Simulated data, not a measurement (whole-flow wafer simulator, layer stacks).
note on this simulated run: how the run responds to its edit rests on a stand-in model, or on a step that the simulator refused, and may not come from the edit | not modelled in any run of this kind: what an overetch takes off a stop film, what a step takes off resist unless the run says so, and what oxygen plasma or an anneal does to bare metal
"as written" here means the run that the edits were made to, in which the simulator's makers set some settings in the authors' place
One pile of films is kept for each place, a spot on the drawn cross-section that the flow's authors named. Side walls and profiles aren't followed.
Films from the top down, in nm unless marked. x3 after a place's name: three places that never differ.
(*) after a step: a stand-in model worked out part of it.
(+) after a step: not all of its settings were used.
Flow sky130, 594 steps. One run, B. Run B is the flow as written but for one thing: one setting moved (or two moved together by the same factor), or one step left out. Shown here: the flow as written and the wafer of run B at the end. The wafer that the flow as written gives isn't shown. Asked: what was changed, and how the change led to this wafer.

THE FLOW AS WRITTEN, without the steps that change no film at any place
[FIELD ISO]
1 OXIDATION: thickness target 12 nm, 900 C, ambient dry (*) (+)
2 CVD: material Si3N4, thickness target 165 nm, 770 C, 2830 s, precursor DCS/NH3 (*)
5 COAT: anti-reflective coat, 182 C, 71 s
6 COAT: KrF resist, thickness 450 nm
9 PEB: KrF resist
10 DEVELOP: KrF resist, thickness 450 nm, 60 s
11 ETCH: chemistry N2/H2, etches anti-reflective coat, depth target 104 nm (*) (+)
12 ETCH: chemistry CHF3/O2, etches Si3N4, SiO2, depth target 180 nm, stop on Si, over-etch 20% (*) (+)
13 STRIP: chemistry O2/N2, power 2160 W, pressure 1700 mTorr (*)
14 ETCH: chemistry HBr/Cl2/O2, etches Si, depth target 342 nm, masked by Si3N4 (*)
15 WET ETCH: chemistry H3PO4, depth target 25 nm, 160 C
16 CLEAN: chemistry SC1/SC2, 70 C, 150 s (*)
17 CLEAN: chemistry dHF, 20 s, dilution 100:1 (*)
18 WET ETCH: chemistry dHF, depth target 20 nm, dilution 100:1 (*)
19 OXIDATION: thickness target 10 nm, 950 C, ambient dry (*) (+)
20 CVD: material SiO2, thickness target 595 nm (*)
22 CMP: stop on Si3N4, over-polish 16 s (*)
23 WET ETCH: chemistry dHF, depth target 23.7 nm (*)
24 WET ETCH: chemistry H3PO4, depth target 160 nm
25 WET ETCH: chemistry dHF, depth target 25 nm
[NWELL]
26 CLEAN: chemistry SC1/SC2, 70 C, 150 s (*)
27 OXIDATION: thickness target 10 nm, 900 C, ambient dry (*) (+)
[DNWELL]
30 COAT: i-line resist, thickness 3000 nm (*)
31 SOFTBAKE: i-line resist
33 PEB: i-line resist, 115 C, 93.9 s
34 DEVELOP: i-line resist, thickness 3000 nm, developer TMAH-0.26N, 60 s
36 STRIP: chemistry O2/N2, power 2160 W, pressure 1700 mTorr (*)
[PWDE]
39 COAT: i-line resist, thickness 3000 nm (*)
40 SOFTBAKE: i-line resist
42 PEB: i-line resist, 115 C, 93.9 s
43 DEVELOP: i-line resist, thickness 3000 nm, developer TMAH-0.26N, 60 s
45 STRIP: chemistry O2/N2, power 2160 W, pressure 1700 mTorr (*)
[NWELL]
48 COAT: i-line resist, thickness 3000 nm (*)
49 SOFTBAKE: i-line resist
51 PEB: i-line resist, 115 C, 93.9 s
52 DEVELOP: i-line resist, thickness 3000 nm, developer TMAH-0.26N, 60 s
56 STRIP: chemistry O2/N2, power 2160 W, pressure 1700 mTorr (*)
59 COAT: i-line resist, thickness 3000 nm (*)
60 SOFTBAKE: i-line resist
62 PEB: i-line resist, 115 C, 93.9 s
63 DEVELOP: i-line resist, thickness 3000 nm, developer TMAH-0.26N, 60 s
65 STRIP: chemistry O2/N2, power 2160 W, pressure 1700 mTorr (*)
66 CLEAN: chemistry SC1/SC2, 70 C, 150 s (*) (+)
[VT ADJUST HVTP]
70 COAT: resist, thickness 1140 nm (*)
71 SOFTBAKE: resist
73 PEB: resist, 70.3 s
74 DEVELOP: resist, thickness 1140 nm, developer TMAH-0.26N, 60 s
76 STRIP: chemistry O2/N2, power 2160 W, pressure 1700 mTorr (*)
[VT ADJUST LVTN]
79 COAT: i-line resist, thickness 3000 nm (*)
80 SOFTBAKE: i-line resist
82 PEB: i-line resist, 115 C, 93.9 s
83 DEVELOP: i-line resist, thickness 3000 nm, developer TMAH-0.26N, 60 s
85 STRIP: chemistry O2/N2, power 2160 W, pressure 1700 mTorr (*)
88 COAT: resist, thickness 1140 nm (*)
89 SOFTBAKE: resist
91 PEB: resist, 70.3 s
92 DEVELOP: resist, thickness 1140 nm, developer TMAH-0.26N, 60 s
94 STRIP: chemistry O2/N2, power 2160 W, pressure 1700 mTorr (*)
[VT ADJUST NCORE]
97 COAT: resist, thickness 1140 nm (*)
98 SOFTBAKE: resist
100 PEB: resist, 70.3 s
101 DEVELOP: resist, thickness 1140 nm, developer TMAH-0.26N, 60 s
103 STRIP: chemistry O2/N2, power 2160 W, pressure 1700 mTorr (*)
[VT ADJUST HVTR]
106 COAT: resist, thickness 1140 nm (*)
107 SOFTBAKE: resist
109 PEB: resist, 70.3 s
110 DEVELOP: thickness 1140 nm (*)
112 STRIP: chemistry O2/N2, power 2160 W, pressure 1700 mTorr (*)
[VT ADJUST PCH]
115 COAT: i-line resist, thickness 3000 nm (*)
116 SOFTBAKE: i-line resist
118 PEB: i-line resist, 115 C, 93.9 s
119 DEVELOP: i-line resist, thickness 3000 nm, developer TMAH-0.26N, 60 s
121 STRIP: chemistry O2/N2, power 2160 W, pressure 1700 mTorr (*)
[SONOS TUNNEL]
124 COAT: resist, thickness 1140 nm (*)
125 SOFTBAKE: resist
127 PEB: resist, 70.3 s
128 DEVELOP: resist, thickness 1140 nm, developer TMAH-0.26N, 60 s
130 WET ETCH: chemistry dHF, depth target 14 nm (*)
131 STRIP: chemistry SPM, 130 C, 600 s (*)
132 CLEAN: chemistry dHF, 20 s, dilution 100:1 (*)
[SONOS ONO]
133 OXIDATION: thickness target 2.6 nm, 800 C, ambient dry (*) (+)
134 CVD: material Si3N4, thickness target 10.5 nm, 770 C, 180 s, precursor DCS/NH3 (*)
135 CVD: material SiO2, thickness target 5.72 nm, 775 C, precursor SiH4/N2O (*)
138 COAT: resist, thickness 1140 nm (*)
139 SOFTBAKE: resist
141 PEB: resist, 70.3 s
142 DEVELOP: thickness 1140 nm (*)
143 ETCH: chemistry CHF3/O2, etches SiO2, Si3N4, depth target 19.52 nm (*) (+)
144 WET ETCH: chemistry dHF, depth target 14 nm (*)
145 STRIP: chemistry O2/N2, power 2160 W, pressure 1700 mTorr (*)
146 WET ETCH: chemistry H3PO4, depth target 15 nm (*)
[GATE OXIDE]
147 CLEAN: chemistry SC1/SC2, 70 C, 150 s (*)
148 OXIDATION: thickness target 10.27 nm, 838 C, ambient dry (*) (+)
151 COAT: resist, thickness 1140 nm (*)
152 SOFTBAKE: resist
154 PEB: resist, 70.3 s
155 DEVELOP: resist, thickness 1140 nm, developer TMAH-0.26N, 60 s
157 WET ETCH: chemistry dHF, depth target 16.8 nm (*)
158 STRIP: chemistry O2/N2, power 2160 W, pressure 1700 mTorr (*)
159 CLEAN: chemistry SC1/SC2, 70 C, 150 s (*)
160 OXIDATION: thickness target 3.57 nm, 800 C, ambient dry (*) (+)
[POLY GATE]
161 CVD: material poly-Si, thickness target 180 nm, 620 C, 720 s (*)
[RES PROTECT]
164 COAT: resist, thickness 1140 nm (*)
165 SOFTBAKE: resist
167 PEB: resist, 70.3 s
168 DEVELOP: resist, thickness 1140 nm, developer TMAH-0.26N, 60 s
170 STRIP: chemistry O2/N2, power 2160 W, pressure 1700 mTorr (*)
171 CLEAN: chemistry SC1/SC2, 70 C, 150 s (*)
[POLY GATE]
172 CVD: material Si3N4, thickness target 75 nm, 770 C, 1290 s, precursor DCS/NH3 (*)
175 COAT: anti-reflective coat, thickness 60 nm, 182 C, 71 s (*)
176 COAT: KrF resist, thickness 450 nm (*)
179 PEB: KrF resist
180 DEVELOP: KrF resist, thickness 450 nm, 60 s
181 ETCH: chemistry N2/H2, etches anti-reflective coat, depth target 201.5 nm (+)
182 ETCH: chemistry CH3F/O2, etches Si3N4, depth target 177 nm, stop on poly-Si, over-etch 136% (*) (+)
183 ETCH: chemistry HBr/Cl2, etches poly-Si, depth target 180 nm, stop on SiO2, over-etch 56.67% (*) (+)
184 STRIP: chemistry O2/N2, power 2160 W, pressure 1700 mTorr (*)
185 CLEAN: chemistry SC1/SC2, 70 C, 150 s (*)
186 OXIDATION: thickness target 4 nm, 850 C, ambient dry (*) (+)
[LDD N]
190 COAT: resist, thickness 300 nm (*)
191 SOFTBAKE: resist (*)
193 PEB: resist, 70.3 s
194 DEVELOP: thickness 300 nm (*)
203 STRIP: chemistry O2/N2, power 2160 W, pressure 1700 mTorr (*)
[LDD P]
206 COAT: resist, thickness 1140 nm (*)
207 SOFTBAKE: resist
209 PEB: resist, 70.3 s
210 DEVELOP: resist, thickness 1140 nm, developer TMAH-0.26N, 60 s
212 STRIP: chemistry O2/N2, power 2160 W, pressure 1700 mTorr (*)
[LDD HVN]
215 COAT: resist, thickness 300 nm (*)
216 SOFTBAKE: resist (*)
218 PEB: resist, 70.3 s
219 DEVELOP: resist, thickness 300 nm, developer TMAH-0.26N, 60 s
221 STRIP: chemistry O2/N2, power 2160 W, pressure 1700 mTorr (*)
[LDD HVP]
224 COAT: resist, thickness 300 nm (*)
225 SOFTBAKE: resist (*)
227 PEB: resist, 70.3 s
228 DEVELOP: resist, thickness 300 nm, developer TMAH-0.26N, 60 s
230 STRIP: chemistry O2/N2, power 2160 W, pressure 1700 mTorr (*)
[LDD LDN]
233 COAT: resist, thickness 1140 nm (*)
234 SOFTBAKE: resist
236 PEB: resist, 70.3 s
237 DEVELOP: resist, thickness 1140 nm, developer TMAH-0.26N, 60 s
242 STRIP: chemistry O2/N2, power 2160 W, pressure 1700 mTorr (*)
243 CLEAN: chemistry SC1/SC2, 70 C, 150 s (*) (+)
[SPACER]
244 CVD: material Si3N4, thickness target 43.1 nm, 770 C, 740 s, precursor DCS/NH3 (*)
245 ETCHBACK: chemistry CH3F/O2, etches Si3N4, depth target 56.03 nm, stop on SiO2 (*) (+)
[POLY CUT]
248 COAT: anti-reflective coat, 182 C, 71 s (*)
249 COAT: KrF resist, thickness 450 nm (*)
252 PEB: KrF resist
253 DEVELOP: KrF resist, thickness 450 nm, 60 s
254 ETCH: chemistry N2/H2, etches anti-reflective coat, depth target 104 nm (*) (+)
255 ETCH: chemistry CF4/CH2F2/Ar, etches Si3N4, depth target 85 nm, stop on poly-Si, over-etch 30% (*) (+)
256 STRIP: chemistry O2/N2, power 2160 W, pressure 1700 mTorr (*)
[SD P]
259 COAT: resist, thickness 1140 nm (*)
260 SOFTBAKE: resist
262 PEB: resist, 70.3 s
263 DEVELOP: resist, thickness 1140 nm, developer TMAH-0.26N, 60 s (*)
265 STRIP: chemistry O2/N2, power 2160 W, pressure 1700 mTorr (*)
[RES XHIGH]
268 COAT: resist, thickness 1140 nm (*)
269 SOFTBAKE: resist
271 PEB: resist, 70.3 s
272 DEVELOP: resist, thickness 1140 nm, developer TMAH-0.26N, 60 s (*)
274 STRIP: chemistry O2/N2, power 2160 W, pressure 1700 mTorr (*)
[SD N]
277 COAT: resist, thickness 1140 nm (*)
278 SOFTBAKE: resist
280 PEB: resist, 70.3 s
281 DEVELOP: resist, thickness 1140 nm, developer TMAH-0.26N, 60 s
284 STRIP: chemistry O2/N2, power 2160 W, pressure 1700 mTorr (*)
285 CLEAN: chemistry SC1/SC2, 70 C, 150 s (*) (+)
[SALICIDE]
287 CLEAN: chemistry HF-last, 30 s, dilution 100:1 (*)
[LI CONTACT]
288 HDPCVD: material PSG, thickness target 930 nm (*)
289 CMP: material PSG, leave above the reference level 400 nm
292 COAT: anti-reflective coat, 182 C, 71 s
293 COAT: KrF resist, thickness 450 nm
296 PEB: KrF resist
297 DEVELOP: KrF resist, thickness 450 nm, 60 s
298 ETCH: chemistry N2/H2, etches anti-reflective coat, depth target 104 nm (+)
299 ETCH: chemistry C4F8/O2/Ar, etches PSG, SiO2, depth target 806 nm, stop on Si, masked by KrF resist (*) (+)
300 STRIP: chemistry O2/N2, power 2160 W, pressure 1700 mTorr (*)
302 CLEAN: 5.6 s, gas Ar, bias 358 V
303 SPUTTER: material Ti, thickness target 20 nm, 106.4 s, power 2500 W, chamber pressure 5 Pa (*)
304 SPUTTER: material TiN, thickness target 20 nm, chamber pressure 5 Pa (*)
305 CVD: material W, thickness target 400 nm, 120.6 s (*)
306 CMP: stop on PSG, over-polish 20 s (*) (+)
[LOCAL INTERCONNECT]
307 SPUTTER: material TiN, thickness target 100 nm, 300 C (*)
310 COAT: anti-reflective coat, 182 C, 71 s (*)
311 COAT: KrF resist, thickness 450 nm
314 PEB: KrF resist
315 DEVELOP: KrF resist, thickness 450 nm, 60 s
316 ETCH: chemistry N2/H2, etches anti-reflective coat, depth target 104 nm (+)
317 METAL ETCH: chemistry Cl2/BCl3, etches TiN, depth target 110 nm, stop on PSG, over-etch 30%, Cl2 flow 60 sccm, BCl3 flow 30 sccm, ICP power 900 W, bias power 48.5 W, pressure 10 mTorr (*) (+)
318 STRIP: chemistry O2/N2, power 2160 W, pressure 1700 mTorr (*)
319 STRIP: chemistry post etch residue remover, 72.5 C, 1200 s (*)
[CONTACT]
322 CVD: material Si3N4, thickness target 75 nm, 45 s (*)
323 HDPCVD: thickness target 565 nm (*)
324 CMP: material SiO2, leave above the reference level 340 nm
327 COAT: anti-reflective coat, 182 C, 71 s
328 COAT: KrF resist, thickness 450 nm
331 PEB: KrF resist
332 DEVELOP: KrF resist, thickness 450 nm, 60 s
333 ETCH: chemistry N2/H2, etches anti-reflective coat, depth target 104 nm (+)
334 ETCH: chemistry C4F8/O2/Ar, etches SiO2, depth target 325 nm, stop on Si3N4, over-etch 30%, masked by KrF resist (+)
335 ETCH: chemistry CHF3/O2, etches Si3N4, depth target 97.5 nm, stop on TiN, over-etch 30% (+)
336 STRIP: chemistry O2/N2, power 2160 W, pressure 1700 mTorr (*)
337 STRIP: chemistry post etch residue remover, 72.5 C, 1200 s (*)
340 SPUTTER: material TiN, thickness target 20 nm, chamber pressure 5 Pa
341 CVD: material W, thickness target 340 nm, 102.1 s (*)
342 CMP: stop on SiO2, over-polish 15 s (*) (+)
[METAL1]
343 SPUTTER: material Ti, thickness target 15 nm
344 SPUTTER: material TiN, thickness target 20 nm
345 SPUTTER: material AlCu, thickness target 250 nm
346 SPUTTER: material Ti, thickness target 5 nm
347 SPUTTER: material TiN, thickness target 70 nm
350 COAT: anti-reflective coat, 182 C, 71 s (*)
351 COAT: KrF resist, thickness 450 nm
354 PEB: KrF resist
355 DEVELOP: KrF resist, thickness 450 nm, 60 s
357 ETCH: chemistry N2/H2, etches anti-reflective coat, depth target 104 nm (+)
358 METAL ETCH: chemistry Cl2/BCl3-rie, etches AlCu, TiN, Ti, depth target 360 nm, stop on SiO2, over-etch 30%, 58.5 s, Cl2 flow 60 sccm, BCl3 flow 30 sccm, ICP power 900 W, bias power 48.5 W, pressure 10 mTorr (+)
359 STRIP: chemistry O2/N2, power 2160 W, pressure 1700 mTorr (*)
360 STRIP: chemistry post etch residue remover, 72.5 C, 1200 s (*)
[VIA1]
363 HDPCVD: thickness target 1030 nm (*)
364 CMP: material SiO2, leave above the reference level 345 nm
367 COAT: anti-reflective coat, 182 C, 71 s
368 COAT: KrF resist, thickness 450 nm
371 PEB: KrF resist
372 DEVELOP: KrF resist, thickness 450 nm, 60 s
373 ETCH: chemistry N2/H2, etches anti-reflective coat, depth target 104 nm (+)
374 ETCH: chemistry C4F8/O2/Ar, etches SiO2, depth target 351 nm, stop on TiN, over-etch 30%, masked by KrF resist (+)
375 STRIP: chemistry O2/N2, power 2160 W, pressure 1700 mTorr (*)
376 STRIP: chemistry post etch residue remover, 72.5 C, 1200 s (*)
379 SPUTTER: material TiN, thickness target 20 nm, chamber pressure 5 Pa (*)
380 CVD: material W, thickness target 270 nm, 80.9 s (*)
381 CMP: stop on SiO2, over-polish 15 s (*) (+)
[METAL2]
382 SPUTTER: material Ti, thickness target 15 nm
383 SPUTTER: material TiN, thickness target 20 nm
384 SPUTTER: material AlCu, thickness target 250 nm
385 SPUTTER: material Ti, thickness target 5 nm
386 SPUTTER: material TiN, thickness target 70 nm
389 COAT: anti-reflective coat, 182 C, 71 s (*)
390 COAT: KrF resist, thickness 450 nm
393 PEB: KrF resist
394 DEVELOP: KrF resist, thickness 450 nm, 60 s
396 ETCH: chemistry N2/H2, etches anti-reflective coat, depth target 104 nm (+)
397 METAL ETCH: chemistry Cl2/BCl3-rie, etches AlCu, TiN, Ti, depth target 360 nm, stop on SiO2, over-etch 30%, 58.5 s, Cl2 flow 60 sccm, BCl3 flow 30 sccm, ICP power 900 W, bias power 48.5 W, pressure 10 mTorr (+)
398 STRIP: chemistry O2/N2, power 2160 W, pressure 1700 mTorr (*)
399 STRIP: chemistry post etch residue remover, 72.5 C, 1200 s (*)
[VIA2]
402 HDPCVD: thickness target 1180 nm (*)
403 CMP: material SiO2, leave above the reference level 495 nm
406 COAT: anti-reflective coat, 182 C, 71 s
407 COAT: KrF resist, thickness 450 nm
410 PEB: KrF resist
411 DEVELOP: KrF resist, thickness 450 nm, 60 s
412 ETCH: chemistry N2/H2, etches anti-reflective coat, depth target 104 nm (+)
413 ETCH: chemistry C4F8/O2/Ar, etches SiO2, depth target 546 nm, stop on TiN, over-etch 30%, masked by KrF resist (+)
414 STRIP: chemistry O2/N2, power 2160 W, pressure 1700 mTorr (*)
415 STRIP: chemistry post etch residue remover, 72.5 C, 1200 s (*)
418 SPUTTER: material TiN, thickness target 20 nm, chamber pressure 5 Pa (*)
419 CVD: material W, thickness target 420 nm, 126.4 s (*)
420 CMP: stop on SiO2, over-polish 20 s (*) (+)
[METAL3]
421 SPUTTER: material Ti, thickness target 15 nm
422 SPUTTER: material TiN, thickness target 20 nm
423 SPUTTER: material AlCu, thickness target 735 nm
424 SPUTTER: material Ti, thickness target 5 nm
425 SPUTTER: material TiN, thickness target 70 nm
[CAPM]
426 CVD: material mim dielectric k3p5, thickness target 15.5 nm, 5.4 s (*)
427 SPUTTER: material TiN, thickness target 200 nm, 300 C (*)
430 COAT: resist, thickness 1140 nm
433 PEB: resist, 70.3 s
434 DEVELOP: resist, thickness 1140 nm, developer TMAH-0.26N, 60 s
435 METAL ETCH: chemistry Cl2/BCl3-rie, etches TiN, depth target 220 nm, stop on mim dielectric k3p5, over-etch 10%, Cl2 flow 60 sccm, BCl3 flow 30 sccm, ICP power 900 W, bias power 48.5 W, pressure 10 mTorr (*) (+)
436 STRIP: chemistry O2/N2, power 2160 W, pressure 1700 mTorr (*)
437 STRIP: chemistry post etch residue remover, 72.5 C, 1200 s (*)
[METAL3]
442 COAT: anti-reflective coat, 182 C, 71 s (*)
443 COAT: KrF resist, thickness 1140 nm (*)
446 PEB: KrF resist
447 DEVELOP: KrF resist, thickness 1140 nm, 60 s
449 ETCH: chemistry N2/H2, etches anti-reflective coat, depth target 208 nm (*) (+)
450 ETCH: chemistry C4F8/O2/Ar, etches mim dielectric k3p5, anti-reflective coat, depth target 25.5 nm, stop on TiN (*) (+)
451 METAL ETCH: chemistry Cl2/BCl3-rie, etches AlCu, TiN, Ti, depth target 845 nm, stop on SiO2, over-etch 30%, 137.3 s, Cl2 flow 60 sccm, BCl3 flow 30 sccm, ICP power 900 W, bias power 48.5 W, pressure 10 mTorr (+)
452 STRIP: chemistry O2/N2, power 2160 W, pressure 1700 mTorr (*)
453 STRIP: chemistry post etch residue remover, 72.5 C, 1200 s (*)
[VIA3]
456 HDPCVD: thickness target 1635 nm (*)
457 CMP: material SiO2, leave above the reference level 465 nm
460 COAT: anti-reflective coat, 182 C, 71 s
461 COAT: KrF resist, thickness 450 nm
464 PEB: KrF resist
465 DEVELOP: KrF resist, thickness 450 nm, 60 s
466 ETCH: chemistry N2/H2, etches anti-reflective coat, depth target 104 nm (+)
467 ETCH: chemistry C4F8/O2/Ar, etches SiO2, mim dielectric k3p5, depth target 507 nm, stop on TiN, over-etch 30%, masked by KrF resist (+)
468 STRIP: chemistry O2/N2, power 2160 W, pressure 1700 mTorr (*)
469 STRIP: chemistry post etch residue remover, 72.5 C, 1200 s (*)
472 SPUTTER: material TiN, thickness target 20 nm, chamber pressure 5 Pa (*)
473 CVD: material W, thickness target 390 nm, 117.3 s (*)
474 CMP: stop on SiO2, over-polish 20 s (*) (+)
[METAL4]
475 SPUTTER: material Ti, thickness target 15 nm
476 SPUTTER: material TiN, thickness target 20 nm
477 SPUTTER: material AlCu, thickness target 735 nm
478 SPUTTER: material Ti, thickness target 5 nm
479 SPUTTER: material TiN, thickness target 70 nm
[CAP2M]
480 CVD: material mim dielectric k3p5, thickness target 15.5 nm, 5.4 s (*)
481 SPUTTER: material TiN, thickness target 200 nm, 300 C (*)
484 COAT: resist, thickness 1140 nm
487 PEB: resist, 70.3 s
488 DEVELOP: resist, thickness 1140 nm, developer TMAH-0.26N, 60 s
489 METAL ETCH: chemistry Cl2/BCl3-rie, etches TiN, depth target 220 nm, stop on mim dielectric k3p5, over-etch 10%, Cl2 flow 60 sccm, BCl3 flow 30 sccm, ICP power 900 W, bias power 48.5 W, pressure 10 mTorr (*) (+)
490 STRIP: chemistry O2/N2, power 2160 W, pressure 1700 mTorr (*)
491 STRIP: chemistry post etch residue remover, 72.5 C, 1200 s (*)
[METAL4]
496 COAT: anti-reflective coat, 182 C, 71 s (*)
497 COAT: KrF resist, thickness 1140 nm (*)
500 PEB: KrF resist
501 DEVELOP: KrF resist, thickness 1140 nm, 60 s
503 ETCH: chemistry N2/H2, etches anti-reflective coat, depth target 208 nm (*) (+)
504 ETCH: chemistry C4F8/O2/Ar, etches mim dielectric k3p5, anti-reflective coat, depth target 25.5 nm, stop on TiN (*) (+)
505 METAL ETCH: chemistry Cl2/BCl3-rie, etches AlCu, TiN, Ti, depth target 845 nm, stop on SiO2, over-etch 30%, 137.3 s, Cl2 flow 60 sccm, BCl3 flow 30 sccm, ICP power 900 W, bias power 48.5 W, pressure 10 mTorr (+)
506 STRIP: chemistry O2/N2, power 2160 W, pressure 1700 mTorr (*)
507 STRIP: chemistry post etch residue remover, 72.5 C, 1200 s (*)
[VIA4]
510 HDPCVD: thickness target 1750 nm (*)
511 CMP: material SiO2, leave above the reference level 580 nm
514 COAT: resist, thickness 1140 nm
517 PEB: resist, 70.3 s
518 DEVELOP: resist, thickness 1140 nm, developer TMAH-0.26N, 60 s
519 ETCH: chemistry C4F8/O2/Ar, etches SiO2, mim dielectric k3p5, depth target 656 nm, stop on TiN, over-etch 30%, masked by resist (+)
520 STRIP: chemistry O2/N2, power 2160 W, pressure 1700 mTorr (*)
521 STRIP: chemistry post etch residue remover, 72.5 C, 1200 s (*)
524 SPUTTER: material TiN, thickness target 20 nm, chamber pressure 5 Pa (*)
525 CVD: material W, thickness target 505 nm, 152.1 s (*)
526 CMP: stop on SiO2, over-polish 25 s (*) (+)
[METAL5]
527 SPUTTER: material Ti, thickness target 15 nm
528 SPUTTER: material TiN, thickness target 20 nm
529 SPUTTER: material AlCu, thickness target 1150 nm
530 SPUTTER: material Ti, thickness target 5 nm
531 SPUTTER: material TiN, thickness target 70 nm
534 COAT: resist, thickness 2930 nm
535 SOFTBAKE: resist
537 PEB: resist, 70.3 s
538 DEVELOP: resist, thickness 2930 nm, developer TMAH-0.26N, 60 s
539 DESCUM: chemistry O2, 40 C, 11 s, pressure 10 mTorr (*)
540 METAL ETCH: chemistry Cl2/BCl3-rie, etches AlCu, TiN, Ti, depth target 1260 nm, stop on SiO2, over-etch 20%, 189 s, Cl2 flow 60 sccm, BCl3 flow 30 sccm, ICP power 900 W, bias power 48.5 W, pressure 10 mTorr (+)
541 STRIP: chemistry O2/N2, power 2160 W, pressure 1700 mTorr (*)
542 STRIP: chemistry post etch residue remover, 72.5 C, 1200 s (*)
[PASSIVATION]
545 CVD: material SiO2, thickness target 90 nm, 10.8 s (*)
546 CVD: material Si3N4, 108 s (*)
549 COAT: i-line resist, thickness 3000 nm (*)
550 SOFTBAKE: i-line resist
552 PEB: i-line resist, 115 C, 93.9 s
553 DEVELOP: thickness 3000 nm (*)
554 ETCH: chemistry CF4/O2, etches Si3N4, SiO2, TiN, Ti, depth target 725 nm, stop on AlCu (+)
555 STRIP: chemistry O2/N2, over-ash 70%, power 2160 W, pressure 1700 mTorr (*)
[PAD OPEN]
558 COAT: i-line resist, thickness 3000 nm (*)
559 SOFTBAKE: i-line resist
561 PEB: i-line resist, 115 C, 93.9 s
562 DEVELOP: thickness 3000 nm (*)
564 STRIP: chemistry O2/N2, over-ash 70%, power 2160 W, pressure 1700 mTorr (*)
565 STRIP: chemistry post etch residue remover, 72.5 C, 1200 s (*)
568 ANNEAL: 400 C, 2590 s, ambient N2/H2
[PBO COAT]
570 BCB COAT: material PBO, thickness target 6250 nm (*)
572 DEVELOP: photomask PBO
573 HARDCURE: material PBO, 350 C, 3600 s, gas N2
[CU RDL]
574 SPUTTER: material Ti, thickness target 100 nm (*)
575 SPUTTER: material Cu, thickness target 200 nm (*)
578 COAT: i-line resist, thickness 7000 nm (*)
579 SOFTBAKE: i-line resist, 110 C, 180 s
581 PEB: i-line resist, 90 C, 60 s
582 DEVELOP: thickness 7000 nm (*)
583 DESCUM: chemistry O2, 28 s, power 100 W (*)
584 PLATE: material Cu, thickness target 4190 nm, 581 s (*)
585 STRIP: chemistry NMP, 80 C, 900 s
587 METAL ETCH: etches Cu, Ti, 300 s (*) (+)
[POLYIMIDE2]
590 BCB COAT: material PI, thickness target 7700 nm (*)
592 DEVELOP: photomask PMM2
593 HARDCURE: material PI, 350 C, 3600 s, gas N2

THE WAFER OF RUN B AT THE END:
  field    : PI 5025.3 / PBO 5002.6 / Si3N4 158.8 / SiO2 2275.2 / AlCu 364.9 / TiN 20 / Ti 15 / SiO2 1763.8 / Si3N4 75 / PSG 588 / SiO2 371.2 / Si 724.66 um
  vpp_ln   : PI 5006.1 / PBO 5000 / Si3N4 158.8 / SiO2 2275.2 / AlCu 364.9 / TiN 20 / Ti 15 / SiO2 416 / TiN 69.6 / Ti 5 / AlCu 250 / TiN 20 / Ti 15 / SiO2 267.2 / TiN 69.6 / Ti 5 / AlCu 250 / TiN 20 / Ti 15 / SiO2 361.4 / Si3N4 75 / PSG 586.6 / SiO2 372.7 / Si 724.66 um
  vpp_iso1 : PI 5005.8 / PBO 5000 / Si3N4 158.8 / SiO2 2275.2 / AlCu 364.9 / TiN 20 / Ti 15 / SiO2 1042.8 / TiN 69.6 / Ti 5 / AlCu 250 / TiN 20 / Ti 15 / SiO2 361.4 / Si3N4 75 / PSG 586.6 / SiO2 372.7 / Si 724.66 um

The cause: step 451, METAL ETCH: depth target 338 nm was run, where the flow has depth target 845 nm; step 451, METAL ETCH: 54.9 s was run, where the flow has 137.3 s.

How the change led to this, step by step:
  451 METAL ETCH: chemistry Cl2/BCl3-rie, etches AlCu, TiN, Ti, depth target 845 nm, stop on SiO2, over-etch 30%, 137.3 s, Cl2 flow 60 sccm, BCl3 flow 30 sccm, ICP power 900 W, bias power 48.5 W, pressure 10 mTorr (+)
      field, gate, spacer and 68 more: TiN -70 (all of it), Ti -5 (all of it), AlCu -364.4 (as written it would be: TiN -70 (all of it), Ti -5 (all of it), AlCu -735 (all of it), TiN -20 (all of it), Ti -15 (all of it), SiO2 -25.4)
      active, vpp_ln, vpp_iso2 and 11 more: TiN -70 (all of it), Ti -5 (all of it), AlCu -364.4 (as written it would be: TiN -70 (all of it), Ti -5 (all of it), AlCu -735 (all of it), TiN -20 (all of it), Ti -15 (all of it), SiO2 -25.3)
      (and at 107 more places)
  452 STRIP: chemistry O2/N2, power 2160 W, pressure 1700 mTorr (*)
      gate_hv, dice_street, pplus_nw and 73 more: KrF resist -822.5 (all of it), anti-reflective coat -80 (all of it) (as written it would be: KrF resist -492.9 (all of it), anti-reflective coat -80 (all of it))
      n_well, p_well, sd_n and 6 more: KrF resist -822.4 (all of it), anti-reflective coat -80 (all of it) (as written it would be: KrF resist -492.9 (all of it), anti-reflective coat -80 (all of it))
      (and at 22 more places)
  453 STRIP: chemistry post etch residue remover, 72.5 C, 1200 s (*)
      field, active, gate and 82 more: AlCu -5.72 (as written it would be: nothing)
  456 HDPCVD: thickness target 1635 nm (*)
      field, active, gate and 82 more: SiO2 +1635 (new film) (as written it would be: SiO2 +1635)
  457 CMP: material SiO2, leave above the reference level 465 nm
      field, active, gate and 82 more: SiO2 -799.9 (as written it would be: SiO2 -374.7)
Counting metal films that touch as one body, field has 1 body; the flow as written gives 0 bodies.
Counting metal films that touch as one body, vpp_ln has 3 bodies (between them, from the top down: SiO2 416; SiO2 267.2); the flow as written gives 2 bodies (between them, from the top down: SiO2 267.2).
Counting metal films that touch as one body, vpp_iso1 has 2 bodies (between them, from the top down: SiO2 1042.8); the flow as written gives 1 body.
